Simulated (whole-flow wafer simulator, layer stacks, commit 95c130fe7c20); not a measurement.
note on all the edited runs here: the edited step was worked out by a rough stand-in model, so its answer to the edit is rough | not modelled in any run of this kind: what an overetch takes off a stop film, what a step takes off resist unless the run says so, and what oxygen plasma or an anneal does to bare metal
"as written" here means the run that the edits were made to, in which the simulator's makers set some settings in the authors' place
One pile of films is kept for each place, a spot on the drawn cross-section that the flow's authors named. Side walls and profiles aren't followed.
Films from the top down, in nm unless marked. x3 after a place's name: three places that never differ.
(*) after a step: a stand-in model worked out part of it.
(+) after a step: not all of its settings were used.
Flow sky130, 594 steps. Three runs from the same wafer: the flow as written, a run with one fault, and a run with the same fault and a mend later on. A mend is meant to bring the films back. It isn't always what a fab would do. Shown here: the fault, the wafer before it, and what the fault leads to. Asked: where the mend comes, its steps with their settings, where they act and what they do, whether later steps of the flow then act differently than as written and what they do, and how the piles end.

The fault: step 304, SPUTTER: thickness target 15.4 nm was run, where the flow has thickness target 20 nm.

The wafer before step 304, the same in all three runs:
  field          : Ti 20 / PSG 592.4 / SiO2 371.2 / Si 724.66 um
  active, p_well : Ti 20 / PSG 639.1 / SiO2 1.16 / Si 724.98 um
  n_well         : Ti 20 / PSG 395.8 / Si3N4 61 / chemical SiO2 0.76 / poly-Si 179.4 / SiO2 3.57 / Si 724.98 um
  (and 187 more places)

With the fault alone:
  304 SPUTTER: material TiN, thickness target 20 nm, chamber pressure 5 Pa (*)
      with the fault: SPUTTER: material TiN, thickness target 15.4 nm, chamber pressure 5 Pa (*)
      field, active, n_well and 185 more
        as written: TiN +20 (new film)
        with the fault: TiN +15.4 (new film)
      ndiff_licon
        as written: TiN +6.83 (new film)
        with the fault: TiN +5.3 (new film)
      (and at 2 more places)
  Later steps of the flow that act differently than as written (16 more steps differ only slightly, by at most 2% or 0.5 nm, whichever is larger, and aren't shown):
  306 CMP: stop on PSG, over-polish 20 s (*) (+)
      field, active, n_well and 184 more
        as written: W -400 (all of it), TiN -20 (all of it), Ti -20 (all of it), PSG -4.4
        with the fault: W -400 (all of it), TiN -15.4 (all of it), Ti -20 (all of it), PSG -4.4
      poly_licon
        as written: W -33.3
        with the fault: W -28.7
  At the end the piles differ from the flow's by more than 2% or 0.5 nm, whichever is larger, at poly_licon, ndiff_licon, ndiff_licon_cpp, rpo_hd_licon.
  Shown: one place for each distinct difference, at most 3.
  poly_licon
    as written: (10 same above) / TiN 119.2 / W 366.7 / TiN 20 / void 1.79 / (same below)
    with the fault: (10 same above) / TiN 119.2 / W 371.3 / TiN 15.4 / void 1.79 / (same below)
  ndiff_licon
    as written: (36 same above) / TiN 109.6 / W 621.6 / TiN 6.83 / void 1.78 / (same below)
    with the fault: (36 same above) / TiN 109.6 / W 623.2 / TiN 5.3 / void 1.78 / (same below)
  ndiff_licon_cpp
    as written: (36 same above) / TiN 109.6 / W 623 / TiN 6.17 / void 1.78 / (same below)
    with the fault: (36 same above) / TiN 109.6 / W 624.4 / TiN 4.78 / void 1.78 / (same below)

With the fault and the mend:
  The mend comes after step 304.
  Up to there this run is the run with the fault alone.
  304a SPUTTER: material TiN, thickness target 4.6 nm, chamber pressure 5 Pa (*) (the flow's step 304 once more, with other settings)
      field, active, n_well and 185 more
        TiN +4.6
      ndiff_licon
        TiN +1.53
      ndiff_licon_cpp
        TiN +1.39
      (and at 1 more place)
  No later step of the flow acts differently than as written, at any place that is followed, by more than 2% or 0.5 nm, whichever is larger.
  At the end the piles differ from the flow's only slightly at the places that both follow, by at most 2% or 0.5 nm, whichever is larger.
